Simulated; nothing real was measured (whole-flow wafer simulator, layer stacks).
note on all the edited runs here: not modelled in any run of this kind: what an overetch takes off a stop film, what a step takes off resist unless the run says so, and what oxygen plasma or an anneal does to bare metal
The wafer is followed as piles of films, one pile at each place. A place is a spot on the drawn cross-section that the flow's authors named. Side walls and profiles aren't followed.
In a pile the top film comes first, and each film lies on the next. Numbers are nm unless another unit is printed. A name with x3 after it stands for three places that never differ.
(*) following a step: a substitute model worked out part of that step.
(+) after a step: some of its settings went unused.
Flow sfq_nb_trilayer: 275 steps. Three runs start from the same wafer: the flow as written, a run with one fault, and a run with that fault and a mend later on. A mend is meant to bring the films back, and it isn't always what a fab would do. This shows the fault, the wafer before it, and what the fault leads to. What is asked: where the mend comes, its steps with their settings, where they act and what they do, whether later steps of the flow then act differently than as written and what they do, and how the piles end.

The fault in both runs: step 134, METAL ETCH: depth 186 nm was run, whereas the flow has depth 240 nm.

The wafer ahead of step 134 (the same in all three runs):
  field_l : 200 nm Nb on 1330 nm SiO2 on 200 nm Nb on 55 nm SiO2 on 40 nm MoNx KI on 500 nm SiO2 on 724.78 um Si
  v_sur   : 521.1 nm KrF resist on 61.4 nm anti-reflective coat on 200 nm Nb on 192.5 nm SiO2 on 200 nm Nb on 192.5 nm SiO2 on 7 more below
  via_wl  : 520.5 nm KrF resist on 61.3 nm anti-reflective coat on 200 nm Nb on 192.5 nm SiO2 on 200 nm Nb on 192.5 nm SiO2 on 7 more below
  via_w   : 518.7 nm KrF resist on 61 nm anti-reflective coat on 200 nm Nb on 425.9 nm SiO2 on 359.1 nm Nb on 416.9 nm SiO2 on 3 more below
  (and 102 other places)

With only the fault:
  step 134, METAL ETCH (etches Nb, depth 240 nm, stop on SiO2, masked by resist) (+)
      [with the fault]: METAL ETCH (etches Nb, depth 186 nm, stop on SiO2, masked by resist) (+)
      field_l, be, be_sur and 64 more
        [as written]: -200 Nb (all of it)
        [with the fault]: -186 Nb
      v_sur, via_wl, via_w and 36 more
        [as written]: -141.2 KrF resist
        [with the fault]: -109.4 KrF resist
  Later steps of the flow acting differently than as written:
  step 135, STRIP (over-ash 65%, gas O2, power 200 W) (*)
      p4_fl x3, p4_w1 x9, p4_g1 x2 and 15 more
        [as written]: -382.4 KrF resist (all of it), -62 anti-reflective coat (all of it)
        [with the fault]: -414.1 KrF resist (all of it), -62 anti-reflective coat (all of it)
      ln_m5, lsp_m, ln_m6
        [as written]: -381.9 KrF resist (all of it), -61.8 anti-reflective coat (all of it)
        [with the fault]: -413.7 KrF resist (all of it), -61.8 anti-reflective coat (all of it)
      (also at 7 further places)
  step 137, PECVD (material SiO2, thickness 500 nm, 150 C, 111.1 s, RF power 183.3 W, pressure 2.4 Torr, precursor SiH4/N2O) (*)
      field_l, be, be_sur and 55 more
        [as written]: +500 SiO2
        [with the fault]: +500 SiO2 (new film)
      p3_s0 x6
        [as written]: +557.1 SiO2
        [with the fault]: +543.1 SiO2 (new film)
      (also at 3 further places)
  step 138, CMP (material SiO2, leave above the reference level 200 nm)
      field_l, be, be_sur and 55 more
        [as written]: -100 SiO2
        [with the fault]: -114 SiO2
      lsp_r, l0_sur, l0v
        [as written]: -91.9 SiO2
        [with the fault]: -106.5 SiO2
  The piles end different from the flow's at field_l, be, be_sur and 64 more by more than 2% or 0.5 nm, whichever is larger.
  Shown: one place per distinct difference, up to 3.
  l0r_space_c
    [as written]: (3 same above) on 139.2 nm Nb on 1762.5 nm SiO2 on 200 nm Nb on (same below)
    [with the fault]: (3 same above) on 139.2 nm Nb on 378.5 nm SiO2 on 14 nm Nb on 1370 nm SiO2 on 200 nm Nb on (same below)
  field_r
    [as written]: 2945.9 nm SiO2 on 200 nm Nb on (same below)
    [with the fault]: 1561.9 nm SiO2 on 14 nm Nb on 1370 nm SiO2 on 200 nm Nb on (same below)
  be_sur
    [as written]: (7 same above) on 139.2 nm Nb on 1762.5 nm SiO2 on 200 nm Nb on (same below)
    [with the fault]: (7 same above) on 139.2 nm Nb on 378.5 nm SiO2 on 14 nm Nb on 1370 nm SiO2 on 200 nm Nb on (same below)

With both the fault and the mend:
  The mend follows step 134.
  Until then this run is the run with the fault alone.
  step 134a, METAL ETCH (etches Nb, depth 54 nm, stop on SiO2, masked by resist) (+) (a further turn of the flow's step 134, with different settings)
      field_l, be, be_sur and 64 more
        -14 Nb (all of it)
      v_sur, via_wl, via_w and 36 more
        -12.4 KrF resist
  Later steps of the flow acting differently than as written:
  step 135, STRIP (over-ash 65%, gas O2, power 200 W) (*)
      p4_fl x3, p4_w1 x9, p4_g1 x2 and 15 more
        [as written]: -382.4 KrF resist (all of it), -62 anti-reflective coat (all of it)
        [with the mend]: -401.8 KrF resist (all of it), -62 anti-reflective coat (all of it)
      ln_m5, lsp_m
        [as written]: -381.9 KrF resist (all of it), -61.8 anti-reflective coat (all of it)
        [with the mend]: -401.3 KrF resist (all of it), -61.8 anti-reflective coat (all of it)
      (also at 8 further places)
  The piles end the same as the flow's at every place that both follow.
